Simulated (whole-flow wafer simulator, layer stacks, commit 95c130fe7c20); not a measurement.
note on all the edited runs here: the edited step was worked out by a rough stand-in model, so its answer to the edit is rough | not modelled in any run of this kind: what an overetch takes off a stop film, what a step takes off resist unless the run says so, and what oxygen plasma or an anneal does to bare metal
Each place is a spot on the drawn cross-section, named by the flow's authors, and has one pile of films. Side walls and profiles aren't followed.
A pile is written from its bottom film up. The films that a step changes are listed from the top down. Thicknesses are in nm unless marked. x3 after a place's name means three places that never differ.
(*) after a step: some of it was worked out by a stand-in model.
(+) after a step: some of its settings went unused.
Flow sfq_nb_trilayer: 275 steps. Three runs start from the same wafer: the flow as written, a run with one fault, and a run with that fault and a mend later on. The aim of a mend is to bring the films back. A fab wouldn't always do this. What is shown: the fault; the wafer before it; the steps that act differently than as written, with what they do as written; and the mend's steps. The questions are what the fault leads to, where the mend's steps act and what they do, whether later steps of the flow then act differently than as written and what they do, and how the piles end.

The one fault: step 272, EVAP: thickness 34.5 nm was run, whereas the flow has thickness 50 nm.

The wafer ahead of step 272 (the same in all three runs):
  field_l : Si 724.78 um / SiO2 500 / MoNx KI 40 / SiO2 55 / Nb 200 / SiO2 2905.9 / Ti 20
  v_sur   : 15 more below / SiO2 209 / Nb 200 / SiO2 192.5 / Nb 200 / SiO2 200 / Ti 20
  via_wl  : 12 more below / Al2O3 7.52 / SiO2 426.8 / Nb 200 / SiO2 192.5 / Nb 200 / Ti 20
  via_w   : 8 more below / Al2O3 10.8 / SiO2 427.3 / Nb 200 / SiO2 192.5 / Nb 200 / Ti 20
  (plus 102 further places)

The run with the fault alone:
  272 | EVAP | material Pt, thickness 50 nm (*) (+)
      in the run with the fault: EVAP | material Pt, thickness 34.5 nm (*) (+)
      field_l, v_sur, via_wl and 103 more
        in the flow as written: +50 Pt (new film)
        in the run with the fault: +34.5 Pt (new film)
  Later steps of the flow acting differently than as written:
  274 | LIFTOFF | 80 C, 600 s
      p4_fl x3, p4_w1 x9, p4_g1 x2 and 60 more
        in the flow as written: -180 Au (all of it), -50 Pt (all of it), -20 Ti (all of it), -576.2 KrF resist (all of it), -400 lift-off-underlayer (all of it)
        in the run with the fault: -180 Au (all of it), -34.5 Pt (all of it), -20 Ti (all of it), -576.2 KrF resist (all of it), -400 lift-off-underlayer (all of it)
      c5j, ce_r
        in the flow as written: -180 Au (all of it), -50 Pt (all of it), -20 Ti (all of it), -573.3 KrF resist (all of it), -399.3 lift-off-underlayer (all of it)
        in the run with the fault: -180 Au (all of it), -34.5 Pt (all of it), -20 Ti (all of it), -573.3 KrF resist (all of it), -399.3 lift-off-underlayer (all of it)
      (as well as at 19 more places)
  The piles end different from the flow's at field_l, v_sur, via_wl and 8 more by more than 2% or 0.5 nm, whichever is larger.
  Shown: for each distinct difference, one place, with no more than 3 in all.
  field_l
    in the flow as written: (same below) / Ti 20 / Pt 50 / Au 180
    in the run with the fault: (same below) / Ti 20 / Pt 34.5 / Au 180

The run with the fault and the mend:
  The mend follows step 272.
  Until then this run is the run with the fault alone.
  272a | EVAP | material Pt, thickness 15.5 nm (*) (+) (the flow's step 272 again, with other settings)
      field_l, v_sur, via_wl and 103 more
        +15.5 Pt
  Every later step of the flow that is run acts as written at every place that is followed.
  By the end, the piles equal the flow's at every place that both follow.
